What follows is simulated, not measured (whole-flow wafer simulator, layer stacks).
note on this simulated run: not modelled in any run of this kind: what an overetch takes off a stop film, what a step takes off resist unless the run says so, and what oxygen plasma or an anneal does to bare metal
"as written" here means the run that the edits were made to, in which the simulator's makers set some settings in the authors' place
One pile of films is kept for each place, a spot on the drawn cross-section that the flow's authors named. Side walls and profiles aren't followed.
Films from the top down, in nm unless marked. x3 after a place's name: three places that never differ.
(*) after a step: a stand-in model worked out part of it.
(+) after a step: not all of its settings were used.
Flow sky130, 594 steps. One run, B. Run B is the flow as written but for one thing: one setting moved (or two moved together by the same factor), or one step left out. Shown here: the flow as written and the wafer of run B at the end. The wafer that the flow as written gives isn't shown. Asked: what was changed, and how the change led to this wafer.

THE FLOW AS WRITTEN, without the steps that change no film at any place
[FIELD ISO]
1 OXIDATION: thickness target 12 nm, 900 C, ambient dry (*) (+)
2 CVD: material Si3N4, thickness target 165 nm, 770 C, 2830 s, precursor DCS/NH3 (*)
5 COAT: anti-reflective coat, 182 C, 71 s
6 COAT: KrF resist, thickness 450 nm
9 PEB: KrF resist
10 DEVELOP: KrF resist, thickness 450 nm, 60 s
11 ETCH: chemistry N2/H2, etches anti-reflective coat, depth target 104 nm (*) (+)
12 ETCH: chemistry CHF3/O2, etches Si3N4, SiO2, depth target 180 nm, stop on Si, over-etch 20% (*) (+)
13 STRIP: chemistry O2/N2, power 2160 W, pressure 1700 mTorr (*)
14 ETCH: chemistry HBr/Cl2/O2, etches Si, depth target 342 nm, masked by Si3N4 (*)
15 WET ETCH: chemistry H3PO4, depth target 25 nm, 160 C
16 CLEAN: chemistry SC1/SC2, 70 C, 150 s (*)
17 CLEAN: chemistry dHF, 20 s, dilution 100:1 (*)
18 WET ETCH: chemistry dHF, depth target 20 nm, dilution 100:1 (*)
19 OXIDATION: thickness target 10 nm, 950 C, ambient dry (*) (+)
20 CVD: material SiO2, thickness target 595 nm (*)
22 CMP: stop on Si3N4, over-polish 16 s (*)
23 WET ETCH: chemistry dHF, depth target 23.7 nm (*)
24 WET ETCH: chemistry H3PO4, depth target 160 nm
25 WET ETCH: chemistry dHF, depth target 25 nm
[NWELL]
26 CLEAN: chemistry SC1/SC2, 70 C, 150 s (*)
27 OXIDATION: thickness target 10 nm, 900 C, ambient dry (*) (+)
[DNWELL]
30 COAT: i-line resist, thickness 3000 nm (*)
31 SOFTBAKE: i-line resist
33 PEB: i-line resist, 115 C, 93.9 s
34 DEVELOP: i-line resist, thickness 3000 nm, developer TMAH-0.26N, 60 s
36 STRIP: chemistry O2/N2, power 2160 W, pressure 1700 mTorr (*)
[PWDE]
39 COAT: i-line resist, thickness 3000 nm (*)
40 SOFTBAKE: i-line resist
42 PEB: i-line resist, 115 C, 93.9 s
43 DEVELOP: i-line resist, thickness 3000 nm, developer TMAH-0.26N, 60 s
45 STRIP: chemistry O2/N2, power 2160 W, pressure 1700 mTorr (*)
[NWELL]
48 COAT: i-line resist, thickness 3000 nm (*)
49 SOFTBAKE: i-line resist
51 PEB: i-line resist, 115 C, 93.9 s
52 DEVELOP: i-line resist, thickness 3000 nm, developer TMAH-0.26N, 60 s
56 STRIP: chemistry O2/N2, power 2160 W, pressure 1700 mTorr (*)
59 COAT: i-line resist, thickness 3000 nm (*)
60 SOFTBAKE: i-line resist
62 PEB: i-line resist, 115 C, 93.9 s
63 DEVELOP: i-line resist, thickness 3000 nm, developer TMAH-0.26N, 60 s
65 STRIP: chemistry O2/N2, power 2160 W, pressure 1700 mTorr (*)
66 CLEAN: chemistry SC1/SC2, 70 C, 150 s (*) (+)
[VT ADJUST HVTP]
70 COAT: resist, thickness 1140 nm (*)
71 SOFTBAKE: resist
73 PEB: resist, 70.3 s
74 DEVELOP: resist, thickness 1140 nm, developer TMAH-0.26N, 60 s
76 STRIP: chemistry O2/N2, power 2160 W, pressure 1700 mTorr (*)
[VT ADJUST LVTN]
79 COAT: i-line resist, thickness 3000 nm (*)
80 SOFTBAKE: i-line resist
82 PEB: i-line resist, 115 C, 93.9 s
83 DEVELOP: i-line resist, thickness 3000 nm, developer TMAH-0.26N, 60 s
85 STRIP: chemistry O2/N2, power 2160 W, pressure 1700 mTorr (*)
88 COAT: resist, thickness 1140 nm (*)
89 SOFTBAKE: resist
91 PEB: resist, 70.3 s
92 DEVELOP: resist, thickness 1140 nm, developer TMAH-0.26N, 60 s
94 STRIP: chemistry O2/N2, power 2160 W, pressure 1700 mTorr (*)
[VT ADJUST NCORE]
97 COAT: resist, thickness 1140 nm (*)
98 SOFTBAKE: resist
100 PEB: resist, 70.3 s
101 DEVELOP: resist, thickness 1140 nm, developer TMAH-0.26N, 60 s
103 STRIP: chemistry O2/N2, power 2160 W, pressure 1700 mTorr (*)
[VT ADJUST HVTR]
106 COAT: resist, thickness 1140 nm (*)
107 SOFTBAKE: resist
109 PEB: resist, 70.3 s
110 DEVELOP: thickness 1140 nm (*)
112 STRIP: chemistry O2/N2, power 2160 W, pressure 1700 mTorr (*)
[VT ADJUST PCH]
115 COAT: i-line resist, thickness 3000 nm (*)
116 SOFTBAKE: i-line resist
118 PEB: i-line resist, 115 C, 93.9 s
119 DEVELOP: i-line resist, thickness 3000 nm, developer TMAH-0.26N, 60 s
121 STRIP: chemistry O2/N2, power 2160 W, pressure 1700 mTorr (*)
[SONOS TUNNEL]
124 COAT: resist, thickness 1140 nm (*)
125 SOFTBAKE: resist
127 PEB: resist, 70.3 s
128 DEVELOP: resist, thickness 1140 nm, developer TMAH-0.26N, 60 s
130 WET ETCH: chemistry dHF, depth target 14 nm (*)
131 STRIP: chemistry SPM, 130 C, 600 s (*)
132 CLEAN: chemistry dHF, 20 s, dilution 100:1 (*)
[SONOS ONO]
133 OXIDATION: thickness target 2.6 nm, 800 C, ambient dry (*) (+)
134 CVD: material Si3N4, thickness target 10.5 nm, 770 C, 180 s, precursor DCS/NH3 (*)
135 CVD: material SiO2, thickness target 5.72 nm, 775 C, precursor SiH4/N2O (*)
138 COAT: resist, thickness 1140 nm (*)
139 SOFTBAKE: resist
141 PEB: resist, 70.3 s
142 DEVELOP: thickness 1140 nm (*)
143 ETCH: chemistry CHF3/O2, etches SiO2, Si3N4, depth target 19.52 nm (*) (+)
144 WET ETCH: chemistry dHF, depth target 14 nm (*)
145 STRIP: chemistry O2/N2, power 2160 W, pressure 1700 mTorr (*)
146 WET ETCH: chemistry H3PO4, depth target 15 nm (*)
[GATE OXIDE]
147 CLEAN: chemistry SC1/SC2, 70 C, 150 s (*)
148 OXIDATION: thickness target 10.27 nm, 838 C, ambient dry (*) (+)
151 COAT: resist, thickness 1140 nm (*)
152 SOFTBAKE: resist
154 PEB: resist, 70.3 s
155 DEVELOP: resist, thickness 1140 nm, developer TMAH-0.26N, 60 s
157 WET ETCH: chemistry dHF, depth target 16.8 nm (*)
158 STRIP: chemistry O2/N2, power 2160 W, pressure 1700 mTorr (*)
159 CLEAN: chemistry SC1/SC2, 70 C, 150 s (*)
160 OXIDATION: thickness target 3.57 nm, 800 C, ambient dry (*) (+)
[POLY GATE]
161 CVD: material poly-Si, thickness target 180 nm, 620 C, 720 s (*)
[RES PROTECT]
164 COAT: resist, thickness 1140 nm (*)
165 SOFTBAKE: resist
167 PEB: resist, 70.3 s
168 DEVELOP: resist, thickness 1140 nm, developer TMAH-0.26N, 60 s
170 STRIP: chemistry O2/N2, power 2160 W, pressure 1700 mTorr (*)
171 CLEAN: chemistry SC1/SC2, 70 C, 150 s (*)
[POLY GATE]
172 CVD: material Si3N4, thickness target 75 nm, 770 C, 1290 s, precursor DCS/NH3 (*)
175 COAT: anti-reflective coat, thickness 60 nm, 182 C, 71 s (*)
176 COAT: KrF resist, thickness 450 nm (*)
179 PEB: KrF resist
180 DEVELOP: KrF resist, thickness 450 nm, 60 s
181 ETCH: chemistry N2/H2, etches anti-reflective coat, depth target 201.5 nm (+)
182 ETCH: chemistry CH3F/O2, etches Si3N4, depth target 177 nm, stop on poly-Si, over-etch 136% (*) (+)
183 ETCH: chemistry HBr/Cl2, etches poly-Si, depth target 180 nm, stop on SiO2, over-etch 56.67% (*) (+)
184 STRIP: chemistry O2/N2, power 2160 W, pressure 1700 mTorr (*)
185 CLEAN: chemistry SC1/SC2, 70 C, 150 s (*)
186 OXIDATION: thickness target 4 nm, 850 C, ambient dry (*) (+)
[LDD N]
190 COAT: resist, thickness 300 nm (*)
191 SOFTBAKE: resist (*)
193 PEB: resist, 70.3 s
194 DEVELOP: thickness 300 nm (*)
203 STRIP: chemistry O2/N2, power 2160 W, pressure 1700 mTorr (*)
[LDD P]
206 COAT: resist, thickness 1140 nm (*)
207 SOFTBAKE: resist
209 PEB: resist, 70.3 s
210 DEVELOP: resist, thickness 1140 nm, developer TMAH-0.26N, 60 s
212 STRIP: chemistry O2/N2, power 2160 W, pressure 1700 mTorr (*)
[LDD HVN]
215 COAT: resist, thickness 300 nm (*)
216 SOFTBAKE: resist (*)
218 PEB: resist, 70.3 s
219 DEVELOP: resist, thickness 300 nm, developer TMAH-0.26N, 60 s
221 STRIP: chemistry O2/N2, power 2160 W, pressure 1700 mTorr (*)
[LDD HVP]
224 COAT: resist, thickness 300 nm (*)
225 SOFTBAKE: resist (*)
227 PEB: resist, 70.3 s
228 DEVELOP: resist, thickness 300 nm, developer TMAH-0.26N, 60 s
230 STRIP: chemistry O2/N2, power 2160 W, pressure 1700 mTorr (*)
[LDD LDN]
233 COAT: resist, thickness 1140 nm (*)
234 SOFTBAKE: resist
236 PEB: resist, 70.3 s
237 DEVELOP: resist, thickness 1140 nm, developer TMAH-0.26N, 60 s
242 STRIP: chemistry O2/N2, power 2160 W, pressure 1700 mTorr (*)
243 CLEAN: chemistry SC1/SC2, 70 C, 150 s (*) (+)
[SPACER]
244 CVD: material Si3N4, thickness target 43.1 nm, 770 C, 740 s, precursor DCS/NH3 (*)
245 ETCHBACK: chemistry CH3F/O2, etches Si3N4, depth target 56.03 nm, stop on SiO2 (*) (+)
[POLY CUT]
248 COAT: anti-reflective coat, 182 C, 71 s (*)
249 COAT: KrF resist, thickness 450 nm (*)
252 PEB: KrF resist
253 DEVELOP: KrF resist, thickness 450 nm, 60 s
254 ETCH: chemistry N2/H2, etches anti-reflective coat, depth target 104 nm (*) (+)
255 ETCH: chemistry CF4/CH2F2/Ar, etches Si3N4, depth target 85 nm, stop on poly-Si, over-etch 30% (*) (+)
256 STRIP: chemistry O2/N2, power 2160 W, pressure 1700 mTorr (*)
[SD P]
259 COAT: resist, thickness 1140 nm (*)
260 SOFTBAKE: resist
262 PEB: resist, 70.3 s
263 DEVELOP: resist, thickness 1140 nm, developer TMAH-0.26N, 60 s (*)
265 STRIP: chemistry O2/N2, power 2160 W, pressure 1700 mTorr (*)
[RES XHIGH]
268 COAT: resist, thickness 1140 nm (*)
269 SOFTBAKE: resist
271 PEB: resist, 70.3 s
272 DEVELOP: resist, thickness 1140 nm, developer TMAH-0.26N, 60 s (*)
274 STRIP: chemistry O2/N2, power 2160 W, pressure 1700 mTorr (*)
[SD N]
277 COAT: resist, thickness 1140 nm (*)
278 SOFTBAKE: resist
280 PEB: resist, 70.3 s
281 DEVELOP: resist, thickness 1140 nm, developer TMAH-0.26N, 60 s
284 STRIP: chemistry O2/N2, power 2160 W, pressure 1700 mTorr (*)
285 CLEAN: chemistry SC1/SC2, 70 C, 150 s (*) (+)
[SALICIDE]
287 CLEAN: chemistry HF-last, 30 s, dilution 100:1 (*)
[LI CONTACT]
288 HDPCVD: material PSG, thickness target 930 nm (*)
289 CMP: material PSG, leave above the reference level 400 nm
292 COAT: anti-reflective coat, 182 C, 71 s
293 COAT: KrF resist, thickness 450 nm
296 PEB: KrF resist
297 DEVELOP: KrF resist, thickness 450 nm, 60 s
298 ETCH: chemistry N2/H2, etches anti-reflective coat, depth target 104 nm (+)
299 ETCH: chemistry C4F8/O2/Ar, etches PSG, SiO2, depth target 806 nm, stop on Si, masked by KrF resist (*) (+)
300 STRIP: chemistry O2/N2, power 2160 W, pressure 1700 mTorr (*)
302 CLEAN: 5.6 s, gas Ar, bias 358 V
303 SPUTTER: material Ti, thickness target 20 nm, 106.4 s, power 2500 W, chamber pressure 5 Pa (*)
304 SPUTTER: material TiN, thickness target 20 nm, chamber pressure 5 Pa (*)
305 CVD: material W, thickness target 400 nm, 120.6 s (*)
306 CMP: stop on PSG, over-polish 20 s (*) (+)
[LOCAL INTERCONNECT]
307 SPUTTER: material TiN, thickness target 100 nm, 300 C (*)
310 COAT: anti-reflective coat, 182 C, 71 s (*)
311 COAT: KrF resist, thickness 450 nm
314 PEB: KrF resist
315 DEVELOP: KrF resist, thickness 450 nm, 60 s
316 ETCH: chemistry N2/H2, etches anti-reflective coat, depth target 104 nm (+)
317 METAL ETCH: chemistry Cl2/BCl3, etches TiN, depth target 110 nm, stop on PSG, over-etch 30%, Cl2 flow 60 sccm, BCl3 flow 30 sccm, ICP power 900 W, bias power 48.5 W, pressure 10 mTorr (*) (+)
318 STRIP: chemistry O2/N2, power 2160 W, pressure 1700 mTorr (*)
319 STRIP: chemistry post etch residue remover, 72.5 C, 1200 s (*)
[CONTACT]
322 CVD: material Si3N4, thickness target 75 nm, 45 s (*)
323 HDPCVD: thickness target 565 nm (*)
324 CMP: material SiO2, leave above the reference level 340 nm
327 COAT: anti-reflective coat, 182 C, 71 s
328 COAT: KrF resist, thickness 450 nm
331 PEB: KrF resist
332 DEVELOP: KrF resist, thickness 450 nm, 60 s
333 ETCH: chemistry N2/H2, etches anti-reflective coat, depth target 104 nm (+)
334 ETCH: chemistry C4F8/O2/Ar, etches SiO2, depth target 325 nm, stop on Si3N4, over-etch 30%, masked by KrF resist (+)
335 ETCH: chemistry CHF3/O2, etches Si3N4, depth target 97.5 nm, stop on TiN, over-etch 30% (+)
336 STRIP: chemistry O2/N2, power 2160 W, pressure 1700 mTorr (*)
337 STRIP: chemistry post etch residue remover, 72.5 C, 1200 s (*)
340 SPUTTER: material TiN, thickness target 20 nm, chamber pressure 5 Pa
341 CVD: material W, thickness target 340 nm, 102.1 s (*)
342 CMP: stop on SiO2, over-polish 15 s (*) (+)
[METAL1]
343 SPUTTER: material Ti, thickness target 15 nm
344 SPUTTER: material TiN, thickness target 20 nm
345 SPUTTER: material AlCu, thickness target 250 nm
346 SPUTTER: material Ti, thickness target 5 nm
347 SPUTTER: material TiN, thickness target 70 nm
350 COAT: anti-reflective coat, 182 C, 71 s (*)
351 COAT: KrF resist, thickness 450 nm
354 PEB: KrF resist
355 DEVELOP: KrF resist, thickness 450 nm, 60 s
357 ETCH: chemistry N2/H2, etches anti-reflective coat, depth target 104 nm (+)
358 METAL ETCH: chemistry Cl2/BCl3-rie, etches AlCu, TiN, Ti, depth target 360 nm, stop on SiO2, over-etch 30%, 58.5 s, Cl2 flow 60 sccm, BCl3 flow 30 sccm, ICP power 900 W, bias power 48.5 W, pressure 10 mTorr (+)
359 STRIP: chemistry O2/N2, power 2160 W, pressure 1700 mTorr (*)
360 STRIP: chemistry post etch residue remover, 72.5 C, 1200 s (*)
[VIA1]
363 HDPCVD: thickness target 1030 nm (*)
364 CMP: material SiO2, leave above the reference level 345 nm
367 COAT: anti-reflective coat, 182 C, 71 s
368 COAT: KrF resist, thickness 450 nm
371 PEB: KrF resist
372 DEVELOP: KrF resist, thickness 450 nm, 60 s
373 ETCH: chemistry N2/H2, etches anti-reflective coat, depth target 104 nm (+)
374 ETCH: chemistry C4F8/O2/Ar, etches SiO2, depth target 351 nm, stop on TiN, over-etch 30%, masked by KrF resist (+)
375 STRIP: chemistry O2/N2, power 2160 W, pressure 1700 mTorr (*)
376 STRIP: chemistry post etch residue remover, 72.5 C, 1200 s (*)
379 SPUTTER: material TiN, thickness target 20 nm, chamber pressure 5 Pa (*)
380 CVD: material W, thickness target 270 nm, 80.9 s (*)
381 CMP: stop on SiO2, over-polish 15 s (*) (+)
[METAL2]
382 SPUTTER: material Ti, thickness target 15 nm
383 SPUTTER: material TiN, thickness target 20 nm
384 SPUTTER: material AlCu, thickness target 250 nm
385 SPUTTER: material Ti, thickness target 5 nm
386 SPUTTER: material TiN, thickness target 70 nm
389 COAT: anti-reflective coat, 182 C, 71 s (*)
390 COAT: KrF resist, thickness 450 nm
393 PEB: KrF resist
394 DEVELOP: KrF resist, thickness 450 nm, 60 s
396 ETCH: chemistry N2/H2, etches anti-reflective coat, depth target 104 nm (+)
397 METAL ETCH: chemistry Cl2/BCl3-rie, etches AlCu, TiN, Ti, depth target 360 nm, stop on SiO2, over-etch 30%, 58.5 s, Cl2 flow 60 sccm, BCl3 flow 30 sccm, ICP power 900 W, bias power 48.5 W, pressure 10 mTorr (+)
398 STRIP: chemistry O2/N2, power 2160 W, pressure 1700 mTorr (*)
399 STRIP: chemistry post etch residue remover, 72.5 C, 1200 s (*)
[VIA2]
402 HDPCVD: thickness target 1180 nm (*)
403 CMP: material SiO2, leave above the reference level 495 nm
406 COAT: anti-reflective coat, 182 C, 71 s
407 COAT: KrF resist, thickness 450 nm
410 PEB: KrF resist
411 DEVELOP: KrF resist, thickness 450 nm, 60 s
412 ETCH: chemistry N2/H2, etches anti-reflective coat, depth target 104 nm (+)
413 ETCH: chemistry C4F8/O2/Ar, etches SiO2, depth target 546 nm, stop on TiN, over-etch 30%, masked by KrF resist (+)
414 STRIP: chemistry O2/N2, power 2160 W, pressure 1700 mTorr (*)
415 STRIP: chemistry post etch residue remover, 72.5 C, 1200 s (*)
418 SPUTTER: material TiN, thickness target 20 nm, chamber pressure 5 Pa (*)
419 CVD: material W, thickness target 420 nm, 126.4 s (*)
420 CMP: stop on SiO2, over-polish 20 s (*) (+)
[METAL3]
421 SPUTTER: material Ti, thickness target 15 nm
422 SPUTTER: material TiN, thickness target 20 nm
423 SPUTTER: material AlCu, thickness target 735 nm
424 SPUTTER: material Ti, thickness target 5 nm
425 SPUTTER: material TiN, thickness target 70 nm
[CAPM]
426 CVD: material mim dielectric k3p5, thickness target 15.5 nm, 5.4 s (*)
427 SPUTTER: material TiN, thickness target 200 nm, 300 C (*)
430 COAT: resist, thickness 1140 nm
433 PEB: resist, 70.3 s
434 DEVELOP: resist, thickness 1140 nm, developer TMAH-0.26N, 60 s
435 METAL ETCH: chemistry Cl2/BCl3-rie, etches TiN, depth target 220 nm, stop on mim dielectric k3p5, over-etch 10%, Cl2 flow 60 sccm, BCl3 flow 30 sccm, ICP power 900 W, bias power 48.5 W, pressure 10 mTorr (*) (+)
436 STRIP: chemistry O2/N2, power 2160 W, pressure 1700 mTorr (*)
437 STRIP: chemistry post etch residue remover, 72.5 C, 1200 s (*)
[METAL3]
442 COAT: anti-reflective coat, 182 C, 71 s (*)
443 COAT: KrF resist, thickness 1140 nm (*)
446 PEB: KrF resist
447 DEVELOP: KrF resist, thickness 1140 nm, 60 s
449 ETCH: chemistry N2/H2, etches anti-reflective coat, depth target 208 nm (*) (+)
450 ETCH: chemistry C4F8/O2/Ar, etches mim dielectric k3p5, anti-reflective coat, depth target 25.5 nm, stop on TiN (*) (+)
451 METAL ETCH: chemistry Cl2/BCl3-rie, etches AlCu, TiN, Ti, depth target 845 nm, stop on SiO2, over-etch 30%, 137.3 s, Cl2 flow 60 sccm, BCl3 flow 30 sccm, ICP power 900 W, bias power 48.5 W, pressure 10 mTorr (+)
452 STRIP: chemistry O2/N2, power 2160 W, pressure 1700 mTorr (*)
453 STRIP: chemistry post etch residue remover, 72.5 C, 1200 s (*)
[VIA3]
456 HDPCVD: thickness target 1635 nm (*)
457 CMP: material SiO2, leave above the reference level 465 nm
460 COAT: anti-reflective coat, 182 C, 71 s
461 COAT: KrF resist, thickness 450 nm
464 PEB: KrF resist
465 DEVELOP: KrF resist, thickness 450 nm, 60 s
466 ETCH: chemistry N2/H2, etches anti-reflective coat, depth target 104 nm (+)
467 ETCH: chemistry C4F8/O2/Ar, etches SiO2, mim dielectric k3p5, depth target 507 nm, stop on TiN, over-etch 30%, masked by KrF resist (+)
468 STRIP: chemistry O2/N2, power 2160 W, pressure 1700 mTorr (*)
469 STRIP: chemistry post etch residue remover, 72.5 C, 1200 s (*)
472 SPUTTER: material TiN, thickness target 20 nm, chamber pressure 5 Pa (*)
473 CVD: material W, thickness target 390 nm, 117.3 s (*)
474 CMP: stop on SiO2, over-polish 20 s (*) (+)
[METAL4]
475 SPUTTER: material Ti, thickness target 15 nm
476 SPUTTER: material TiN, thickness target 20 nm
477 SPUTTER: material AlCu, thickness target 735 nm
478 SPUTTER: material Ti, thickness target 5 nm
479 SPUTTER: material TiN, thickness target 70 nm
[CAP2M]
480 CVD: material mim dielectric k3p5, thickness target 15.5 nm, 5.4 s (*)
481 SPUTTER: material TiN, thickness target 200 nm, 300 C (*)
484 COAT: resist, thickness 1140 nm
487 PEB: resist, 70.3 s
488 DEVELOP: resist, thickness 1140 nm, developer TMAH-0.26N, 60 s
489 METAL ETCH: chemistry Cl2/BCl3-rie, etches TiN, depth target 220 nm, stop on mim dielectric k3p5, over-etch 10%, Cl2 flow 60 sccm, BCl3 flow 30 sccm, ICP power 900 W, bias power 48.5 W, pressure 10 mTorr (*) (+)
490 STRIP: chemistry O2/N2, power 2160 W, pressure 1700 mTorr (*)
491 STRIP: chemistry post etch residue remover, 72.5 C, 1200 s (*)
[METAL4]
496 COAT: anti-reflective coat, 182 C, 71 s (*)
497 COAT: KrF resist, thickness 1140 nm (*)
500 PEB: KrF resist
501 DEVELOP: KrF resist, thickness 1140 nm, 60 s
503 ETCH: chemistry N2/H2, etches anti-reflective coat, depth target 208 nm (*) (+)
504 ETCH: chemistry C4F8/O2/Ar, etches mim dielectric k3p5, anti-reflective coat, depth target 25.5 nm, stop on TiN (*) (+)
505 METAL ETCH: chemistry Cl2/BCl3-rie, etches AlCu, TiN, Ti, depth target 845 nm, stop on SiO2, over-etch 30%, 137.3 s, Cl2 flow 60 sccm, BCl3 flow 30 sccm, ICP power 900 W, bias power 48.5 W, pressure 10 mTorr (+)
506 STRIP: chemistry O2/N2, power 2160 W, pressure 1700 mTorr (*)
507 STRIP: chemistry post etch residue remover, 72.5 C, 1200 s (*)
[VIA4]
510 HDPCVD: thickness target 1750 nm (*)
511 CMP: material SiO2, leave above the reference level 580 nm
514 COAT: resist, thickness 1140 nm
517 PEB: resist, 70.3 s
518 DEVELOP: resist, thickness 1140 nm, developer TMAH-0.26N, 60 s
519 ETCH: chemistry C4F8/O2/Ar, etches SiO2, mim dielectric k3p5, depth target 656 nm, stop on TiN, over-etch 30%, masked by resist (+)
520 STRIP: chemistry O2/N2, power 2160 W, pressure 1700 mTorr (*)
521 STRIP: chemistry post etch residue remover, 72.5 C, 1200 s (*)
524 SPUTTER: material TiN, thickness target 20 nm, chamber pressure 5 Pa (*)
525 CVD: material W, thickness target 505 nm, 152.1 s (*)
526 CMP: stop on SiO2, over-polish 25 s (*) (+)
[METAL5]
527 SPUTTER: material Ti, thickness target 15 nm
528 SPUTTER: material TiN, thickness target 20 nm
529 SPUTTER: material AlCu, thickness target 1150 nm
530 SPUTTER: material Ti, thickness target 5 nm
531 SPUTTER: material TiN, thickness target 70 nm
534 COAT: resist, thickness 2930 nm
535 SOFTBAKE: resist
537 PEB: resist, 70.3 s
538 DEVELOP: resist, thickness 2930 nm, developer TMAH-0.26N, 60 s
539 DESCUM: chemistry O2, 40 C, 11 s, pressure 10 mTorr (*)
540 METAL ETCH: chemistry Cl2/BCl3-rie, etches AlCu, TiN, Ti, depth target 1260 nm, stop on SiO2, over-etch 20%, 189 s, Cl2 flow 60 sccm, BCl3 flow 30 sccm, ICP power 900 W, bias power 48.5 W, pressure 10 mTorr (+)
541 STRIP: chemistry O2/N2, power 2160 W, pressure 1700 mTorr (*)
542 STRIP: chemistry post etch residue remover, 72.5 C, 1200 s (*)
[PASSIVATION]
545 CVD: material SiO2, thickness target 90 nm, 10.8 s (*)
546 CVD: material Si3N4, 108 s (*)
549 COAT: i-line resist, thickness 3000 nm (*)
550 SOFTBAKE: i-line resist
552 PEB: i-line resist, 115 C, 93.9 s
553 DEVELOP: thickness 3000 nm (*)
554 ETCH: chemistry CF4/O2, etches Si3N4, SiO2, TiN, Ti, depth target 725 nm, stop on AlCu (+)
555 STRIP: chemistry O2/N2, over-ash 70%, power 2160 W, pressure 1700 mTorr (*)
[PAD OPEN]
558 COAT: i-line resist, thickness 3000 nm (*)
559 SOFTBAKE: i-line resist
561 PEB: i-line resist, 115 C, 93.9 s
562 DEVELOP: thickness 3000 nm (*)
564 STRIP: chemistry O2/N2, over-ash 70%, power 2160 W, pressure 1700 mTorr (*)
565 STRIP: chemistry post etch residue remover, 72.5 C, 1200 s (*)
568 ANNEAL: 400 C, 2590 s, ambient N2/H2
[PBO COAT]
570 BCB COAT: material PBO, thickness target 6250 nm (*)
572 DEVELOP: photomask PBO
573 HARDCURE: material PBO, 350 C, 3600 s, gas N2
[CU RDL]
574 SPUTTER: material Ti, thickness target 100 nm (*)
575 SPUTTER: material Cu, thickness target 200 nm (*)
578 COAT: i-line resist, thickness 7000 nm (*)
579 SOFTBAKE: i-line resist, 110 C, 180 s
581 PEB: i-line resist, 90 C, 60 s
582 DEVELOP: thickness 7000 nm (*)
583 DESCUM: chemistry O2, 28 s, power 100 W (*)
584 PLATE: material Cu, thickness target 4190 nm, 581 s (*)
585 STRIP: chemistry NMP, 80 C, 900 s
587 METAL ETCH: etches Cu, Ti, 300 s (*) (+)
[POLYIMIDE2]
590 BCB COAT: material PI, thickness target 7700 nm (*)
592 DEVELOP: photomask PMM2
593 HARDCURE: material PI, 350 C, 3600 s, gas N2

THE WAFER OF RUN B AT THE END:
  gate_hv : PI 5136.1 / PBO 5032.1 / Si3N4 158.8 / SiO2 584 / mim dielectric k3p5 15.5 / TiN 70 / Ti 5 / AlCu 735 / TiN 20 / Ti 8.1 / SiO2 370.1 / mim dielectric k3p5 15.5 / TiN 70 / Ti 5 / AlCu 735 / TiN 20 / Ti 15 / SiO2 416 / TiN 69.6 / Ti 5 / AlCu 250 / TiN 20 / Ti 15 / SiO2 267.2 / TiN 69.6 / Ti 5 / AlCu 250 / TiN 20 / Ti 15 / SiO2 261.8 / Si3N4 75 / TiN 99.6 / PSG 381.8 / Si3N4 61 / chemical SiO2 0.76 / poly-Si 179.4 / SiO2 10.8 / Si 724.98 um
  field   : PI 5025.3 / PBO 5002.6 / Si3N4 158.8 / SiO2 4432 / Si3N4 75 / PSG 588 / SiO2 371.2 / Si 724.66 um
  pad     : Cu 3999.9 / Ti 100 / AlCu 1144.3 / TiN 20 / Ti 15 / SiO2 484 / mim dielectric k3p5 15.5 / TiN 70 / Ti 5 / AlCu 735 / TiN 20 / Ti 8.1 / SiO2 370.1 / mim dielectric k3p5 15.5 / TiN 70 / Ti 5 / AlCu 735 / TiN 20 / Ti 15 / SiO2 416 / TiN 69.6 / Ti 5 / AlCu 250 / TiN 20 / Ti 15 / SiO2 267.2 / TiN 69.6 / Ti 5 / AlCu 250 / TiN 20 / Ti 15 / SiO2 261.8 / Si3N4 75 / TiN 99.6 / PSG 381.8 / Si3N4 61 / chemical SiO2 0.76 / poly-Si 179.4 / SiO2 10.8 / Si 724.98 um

The cause: step 475, SPUTTER: thickness target 8.1 nm was run, where the flow has thickness target 15 nm.
It can be read off the wafer: gate_hv has Ti 8.1, and step 475 as written asks for 15 nm.

How the change led to this, step by step:
  475 SPUTTER: material Ti, thickness target 15 nm
      field, active, n_well and 189 more: Ti +8.1 (new film) (as written it would be: Ti +15 (new film))
  505 METAL ETCH: chemistry Cl2/BCl3-rie, etches AlCu, TiN, Ti, depth target 845 nm, stop on SiO2, over-etch 30%, 137.3 s, Cl2 flow 60 sccm, BCl3 flow 30 sccm, ICP power 900 W, bias power 48.5 W, pressure 10 mTorr (+)
      field, gate, spacer and 68 more: TiN -70 (all of it), Ti -5 (all of it), AlCu -735 (all of it), TiN -20 (all of it), Ti -8.1 (all of it), SiO2 -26 (as written it would be: TiN -70 (all of it), Ti -5 (all of it), AlCu -735 (all of it), TiN -20 (all of it), Ti -15 (all of it), SiO2 -25.4)
      active, vpp_iso1, mim_edge_plate and 14 more: TiN -70 (all of it), Ti -5 (all of it), AlCu -735 (all of it), TiN -20 (all of it), Ti -8.1 (all of it), SiO2 -26 (as written it would be: TiN -70 (all of it), Ti -5 (all of it), AlCu -735 (all of it), TiN -20 (all of it), Ti -15 (all of it), SiO2 -25.3)
